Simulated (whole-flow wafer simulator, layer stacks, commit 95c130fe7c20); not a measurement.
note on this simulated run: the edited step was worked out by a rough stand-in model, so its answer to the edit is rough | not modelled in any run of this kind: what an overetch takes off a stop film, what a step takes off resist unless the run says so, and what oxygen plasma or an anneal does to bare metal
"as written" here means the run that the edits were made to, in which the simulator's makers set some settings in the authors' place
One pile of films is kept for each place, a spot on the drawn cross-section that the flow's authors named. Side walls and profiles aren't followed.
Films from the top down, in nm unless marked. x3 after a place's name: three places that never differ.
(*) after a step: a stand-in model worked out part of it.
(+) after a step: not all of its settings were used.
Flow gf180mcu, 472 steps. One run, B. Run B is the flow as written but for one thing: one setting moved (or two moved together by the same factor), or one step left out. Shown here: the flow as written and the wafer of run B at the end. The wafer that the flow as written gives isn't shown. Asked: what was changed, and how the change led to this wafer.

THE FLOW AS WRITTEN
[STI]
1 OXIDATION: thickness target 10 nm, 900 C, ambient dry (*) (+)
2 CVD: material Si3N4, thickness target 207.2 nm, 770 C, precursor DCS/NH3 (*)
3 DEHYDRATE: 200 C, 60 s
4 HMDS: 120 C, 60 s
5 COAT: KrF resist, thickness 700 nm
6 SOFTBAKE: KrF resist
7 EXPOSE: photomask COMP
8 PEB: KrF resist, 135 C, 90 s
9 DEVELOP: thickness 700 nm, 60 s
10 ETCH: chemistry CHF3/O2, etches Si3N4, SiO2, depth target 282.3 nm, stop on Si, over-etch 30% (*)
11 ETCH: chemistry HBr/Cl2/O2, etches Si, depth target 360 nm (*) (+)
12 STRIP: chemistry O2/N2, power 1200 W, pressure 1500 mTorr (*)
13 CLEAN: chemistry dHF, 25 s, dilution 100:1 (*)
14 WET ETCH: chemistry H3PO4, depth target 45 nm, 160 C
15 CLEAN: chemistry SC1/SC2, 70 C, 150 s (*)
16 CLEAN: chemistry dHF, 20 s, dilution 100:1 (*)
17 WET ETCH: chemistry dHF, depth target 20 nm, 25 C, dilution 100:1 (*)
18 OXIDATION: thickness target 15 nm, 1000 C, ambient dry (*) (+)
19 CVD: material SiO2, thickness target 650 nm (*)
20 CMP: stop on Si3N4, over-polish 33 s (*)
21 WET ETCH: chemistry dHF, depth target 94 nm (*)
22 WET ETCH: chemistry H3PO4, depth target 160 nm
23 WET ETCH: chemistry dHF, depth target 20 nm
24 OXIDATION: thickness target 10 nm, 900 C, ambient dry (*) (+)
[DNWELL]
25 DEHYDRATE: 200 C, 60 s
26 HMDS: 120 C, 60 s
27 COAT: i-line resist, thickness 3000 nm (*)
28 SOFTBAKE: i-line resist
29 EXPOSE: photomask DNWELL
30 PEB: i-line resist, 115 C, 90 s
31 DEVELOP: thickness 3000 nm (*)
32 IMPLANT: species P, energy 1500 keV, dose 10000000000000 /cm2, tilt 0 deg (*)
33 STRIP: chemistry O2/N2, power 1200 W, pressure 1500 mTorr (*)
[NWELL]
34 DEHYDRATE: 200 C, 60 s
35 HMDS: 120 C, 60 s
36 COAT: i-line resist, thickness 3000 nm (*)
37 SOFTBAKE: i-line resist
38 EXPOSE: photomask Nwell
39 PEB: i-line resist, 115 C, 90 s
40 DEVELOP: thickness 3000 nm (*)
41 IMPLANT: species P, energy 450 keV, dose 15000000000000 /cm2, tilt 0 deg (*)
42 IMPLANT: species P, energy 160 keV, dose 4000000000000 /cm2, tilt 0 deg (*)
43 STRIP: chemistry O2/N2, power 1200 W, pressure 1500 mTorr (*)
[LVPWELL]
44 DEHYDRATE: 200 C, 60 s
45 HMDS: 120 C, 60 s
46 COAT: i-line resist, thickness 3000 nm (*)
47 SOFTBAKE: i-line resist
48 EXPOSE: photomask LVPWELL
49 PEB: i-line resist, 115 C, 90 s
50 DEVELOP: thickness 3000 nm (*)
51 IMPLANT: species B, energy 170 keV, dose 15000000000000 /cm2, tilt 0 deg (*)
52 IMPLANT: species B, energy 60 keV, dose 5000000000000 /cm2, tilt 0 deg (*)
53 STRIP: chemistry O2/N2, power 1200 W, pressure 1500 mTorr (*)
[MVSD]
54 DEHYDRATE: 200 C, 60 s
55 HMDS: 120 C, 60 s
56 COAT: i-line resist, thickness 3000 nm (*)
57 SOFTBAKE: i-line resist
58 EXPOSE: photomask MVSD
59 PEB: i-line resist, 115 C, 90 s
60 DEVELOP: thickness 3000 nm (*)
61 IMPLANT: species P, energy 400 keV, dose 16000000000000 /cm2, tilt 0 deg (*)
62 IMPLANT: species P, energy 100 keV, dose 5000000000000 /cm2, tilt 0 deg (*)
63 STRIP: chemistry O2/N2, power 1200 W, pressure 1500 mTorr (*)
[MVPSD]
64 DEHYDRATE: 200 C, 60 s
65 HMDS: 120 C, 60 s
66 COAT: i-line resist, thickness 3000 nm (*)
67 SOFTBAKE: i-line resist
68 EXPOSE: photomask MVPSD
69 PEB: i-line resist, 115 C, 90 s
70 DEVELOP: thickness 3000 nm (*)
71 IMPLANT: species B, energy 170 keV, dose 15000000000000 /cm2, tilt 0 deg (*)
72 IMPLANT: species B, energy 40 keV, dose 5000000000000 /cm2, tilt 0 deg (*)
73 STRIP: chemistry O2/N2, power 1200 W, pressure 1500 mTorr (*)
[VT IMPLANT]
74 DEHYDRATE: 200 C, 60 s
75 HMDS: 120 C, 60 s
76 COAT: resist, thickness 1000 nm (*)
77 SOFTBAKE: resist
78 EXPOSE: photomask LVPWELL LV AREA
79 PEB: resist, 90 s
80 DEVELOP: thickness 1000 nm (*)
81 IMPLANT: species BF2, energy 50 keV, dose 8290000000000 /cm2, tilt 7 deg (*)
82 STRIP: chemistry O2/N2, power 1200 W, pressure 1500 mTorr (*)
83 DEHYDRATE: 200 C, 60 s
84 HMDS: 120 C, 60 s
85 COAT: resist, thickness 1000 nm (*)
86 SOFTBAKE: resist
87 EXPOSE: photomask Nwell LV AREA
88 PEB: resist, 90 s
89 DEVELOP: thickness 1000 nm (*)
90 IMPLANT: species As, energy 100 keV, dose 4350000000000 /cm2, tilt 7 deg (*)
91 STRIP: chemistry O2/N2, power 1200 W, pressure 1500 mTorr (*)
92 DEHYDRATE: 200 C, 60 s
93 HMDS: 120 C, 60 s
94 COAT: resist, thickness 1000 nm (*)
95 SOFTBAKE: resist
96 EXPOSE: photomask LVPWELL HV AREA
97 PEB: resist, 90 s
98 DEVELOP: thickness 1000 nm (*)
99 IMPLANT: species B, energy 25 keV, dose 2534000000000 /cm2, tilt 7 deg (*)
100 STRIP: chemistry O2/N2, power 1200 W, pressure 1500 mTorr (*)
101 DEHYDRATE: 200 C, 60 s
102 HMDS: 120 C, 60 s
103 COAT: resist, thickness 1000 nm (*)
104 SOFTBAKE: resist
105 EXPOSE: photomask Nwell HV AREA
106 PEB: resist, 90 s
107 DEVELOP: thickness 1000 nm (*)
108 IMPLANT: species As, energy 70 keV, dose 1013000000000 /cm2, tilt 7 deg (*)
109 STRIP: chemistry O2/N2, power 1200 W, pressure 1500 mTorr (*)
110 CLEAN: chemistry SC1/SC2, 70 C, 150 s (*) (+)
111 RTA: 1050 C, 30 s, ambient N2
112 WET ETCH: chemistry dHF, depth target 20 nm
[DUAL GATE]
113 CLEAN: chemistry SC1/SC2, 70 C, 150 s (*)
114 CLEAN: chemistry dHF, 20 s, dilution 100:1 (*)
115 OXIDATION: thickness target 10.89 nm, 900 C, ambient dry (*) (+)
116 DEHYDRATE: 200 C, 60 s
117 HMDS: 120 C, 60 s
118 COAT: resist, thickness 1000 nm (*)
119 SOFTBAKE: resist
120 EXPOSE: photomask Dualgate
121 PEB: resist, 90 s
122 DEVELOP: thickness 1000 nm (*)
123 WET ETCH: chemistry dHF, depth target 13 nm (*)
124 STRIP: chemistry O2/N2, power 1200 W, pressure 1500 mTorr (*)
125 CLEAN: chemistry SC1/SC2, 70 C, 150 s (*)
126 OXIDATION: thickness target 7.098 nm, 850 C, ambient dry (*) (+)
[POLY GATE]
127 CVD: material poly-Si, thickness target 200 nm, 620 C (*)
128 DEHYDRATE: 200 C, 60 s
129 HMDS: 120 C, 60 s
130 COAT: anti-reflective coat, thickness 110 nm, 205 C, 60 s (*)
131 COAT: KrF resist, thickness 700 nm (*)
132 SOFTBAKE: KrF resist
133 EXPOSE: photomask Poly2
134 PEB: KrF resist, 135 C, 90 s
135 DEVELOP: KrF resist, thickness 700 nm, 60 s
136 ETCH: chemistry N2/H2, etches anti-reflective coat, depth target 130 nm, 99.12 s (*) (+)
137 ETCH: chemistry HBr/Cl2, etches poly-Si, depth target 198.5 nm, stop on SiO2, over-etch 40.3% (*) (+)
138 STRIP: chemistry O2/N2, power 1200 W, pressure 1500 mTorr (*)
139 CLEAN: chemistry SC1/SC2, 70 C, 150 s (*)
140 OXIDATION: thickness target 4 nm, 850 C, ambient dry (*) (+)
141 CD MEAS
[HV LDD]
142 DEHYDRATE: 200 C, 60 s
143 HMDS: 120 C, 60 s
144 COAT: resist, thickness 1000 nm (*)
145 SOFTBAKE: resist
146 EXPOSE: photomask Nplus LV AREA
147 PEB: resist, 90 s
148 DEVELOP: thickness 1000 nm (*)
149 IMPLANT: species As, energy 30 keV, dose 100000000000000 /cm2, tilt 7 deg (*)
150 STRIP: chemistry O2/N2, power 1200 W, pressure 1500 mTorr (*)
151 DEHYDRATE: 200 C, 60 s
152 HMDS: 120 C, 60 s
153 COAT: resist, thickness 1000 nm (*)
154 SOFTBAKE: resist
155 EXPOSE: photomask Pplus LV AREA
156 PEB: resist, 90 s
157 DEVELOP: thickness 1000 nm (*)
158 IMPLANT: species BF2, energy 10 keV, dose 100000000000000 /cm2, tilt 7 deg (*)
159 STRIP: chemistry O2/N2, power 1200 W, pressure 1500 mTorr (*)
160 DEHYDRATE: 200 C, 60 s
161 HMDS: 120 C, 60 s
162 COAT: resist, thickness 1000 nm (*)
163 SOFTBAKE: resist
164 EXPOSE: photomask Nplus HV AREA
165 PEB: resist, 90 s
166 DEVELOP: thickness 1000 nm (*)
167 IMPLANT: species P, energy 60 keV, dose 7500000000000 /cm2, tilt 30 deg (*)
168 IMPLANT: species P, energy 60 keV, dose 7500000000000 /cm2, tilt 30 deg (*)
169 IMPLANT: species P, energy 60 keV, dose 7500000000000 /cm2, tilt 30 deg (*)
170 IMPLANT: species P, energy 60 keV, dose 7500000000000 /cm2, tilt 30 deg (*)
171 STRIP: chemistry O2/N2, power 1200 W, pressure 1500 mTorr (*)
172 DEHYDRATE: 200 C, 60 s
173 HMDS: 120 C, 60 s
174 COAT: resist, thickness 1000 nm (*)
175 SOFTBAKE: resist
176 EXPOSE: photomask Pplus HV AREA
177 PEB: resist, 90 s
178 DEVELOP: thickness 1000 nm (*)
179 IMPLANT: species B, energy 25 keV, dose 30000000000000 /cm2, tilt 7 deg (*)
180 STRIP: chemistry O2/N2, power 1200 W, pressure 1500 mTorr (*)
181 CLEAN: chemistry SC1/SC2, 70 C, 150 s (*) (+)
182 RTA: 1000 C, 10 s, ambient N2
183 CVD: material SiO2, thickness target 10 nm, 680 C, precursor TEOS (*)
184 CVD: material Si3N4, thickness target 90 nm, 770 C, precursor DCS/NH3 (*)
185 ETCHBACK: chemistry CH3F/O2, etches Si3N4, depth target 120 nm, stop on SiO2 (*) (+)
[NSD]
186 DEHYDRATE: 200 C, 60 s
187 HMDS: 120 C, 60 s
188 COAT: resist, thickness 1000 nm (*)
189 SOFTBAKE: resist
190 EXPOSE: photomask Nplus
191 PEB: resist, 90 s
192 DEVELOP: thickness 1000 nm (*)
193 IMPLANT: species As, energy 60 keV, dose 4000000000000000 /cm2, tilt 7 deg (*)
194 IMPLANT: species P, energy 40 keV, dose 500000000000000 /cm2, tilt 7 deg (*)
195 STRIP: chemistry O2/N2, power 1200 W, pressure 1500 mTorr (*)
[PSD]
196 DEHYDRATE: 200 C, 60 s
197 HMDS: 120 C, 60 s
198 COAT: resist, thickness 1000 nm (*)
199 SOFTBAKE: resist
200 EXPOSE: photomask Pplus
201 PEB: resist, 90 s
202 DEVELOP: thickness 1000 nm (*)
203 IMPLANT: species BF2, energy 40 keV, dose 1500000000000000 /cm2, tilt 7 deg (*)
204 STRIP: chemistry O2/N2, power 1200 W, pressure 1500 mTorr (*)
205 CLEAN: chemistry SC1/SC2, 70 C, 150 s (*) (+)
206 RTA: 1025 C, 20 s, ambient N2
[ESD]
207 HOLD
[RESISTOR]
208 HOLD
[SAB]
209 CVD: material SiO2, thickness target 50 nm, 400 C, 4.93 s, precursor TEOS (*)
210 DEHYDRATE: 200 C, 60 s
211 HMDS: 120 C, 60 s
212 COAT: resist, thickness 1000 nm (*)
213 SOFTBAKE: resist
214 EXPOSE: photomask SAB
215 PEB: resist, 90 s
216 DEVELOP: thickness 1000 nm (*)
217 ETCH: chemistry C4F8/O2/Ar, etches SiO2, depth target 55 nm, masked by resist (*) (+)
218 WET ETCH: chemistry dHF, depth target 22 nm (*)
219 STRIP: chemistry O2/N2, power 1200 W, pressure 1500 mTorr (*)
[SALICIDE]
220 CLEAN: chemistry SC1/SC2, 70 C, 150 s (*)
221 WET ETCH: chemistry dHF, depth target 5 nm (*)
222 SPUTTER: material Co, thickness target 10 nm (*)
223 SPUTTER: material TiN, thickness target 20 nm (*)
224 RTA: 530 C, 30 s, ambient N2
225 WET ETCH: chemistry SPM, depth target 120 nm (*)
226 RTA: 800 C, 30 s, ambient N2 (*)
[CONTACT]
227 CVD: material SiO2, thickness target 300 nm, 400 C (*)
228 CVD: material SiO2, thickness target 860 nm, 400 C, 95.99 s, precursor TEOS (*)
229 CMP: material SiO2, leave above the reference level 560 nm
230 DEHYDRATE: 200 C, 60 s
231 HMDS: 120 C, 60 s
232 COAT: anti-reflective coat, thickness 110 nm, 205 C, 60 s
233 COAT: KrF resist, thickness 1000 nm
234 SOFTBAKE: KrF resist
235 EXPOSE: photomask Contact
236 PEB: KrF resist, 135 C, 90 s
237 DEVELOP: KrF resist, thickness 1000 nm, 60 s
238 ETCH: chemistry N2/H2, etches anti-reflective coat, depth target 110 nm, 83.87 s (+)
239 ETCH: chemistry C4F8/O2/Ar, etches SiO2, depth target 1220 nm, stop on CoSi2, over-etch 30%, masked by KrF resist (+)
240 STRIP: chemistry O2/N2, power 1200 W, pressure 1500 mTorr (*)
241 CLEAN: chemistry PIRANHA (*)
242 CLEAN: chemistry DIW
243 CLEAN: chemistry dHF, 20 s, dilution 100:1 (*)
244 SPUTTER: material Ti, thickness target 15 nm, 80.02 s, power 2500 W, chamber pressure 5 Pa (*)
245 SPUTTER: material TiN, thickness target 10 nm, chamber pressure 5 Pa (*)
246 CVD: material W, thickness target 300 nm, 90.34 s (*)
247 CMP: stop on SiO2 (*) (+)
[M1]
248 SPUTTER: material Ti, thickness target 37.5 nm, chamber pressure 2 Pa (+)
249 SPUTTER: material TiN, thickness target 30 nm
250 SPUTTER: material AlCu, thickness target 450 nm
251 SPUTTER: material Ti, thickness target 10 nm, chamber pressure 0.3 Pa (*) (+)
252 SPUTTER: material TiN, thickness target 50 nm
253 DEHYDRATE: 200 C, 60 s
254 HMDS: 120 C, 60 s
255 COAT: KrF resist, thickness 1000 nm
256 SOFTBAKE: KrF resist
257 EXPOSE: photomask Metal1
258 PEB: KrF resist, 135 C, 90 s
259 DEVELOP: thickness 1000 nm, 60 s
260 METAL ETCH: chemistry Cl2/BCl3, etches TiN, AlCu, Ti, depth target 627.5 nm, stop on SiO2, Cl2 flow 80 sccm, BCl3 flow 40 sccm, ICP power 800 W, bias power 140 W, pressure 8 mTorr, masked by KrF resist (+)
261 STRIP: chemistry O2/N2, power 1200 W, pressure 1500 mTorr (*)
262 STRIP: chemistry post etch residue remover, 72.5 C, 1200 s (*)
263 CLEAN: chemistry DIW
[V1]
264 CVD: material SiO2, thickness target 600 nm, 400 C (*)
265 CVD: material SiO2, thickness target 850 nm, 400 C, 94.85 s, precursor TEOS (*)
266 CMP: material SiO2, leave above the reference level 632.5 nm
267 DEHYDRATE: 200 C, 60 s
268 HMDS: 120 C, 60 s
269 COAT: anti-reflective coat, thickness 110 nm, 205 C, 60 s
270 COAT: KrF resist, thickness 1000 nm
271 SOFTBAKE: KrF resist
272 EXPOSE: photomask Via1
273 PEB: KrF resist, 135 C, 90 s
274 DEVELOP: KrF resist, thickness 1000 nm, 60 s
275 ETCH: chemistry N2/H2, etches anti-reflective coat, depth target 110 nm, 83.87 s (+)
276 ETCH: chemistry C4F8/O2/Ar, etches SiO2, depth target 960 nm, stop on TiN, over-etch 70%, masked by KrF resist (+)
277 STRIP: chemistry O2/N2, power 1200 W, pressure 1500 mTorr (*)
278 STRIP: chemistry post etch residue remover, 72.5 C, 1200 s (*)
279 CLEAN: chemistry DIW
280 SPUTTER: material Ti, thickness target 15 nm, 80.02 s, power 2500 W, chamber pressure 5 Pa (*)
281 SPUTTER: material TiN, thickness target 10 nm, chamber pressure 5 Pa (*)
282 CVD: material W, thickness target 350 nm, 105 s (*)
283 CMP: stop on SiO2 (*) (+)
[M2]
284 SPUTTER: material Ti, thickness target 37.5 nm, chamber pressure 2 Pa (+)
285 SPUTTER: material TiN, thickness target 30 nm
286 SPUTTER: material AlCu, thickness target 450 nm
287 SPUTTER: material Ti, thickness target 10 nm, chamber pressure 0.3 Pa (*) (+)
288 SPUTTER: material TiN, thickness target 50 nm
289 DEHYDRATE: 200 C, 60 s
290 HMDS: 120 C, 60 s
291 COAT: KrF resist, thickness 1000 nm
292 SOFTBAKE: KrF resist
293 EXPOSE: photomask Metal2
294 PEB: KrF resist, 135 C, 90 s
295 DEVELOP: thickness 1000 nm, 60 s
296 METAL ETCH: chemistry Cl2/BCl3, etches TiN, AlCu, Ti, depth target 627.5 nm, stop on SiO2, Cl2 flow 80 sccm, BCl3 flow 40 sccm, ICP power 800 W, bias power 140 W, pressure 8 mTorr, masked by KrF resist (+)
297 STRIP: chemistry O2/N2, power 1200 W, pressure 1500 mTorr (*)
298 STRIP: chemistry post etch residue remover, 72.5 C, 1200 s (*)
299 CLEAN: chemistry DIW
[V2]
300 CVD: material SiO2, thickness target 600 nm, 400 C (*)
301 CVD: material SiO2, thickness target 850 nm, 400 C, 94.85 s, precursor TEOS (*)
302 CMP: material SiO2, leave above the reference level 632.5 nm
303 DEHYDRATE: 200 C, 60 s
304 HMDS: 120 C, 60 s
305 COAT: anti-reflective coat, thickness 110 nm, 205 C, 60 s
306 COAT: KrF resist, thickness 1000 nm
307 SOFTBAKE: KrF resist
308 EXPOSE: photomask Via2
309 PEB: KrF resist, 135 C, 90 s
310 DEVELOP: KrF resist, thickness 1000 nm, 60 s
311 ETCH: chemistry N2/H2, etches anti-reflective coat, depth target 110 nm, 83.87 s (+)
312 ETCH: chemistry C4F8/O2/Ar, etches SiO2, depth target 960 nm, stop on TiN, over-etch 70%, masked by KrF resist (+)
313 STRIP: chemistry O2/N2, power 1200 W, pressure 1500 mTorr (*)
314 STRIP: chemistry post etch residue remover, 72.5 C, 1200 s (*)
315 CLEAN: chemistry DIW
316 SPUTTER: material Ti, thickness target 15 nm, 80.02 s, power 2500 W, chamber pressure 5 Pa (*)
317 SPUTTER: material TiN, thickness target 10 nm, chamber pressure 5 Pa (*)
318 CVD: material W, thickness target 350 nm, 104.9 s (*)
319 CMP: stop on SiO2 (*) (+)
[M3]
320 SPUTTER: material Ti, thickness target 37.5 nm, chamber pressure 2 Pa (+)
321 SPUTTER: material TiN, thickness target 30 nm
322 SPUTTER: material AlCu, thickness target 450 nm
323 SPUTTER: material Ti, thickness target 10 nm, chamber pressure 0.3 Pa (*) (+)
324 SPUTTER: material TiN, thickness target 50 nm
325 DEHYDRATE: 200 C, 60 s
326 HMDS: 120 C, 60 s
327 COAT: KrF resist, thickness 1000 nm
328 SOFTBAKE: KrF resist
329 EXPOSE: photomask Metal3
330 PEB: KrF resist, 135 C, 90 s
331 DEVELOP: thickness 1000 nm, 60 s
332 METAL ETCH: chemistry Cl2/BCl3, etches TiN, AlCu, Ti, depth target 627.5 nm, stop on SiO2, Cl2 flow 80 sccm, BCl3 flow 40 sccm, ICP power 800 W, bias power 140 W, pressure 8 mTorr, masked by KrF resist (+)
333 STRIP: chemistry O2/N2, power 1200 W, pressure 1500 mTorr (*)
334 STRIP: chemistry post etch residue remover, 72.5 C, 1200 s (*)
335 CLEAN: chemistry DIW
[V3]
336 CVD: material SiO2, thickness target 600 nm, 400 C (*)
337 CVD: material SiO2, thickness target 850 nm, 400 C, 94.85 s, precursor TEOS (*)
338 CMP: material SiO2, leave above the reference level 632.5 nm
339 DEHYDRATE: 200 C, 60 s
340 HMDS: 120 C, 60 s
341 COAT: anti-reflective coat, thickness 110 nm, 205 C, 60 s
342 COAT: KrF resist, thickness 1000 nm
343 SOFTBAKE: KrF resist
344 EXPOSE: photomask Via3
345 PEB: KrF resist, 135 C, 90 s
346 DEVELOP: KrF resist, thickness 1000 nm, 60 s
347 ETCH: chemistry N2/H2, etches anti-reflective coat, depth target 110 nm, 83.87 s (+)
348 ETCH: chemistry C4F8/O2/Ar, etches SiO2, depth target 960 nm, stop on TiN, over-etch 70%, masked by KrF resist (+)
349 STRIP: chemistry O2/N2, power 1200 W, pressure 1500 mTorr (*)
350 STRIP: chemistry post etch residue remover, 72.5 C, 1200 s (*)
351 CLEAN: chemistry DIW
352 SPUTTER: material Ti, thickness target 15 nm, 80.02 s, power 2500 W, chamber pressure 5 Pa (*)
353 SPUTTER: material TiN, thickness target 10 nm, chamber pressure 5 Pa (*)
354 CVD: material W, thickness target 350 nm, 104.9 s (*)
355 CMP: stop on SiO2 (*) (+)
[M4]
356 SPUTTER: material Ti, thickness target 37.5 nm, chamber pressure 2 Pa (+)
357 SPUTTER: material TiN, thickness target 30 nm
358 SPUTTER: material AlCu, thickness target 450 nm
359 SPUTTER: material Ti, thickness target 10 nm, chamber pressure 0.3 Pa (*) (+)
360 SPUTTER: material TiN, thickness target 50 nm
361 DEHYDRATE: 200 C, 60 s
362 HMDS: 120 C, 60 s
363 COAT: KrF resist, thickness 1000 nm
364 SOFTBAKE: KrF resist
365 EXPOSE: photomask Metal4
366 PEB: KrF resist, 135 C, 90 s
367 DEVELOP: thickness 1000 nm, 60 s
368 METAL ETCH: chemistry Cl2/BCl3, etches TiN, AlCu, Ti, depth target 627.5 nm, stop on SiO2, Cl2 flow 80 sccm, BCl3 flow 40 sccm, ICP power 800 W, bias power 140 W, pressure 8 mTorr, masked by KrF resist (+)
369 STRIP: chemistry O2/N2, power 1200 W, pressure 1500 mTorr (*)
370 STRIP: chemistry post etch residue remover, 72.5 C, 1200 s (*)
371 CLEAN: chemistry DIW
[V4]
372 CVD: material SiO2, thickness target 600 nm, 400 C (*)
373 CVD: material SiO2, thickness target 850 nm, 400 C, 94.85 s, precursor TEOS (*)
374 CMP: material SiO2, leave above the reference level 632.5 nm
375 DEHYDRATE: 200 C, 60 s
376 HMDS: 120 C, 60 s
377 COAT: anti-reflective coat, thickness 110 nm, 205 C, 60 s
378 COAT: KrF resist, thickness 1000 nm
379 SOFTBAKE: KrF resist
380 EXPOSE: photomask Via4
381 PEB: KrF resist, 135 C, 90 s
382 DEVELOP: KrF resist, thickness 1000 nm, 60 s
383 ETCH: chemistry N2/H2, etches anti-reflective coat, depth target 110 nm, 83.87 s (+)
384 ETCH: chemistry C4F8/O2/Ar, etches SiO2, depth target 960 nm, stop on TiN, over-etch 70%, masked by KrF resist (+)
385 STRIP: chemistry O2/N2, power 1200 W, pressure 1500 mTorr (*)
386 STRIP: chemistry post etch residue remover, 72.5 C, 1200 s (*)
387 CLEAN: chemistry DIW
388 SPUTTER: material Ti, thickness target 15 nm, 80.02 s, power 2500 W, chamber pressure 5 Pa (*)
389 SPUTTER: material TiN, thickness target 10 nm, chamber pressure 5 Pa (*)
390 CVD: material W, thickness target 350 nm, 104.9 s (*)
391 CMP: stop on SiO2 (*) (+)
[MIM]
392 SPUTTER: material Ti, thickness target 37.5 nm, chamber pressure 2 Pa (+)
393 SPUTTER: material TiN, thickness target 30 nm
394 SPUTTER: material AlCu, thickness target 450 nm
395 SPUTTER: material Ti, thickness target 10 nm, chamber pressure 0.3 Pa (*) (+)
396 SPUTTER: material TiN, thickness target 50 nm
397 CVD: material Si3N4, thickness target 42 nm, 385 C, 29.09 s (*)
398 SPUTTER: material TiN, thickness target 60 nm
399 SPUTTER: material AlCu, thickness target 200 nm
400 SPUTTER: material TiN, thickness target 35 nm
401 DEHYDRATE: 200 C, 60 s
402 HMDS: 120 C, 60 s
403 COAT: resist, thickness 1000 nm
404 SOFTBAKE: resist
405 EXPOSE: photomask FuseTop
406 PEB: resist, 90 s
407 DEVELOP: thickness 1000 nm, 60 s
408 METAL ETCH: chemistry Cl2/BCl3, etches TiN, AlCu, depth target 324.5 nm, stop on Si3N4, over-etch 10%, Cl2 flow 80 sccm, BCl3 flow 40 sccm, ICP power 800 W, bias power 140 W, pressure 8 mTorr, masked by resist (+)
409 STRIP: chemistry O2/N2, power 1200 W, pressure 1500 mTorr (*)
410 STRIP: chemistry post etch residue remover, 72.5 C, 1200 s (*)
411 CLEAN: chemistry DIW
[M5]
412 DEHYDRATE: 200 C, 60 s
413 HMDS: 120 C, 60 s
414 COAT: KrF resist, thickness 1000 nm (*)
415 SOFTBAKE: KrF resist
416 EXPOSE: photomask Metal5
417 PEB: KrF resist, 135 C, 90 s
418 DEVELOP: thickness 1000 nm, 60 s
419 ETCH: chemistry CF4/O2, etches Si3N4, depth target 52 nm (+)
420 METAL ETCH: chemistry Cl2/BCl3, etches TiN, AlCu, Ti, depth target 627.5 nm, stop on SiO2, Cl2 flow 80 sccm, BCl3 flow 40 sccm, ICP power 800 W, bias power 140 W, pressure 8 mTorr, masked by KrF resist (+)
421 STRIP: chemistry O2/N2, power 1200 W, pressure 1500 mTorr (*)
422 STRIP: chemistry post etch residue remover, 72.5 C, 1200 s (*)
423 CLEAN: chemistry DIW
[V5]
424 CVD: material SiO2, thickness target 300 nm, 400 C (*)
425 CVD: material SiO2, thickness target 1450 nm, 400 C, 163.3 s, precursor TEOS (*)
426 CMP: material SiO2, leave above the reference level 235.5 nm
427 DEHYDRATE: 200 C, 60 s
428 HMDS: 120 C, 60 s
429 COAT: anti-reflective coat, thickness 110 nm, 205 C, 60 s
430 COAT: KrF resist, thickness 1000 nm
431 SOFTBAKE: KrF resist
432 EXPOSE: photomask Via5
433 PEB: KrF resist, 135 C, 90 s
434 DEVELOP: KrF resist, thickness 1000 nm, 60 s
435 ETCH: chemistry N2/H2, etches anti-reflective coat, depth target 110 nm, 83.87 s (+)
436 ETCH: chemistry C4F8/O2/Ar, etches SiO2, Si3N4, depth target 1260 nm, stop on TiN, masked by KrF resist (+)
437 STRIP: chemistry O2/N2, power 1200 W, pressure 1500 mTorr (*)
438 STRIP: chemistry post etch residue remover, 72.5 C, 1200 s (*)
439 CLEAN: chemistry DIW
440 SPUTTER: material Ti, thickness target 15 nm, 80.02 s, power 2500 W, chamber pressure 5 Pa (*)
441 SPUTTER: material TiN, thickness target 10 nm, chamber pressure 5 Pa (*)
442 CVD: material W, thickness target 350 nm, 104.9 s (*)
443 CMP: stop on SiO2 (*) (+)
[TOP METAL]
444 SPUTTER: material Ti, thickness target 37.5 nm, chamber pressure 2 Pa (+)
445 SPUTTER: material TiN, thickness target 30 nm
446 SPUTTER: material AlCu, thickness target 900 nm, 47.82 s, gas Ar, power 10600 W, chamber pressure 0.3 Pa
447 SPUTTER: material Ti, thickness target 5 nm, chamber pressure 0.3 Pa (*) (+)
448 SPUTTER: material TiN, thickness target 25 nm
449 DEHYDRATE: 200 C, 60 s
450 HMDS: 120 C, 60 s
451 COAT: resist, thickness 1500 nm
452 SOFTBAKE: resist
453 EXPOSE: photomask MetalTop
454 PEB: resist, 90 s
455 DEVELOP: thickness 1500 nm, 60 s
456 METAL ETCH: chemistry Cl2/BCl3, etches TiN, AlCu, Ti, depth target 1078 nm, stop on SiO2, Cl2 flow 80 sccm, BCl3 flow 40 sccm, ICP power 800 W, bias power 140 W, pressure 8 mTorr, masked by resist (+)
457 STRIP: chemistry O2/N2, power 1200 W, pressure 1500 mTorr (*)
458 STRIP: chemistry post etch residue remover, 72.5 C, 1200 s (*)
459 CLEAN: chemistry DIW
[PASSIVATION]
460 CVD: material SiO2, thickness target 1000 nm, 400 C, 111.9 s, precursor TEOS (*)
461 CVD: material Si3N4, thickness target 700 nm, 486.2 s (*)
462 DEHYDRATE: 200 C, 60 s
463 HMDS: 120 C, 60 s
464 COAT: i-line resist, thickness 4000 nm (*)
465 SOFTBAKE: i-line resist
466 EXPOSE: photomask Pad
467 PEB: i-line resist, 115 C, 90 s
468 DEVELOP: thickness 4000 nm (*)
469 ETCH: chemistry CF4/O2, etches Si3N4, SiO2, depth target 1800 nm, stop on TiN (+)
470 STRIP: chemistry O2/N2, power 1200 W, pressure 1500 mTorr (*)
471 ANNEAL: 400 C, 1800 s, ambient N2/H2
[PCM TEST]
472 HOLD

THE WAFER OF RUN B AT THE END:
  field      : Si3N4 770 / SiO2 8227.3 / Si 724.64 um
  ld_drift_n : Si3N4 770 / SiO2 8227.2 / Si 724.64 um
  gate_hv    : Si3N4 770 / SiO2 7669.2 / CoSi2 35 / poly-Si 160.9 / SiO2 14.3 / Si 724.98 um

The cause: step 461, CVD: thickness target 770 nm was run, where the flow has thickness target 700 nm.
It can be read off the wafer: field has Si3N4 770, and step 461 as written asks for 700 nm.

How the change led to this, step by step:
  461 CVD: material Si3N4, thickness target 700 nm, 486.2 s (*)
      field, field__w1, field__w2 and 109 more: Si3N4 +770 (new film) (as written it would be: Si3N4 +700 (new film))
  469 ETCH: chemistry CF4/O2, etches Si3N4, SiO2, depth target 1800 nm, stop on TiN (+)
      pad: Si3N4 -770 (all of it), SiO2 -1000 (all of it) (as written it would be: Si3N4 -700 (all of it), SiO2 -1000 (all of it))
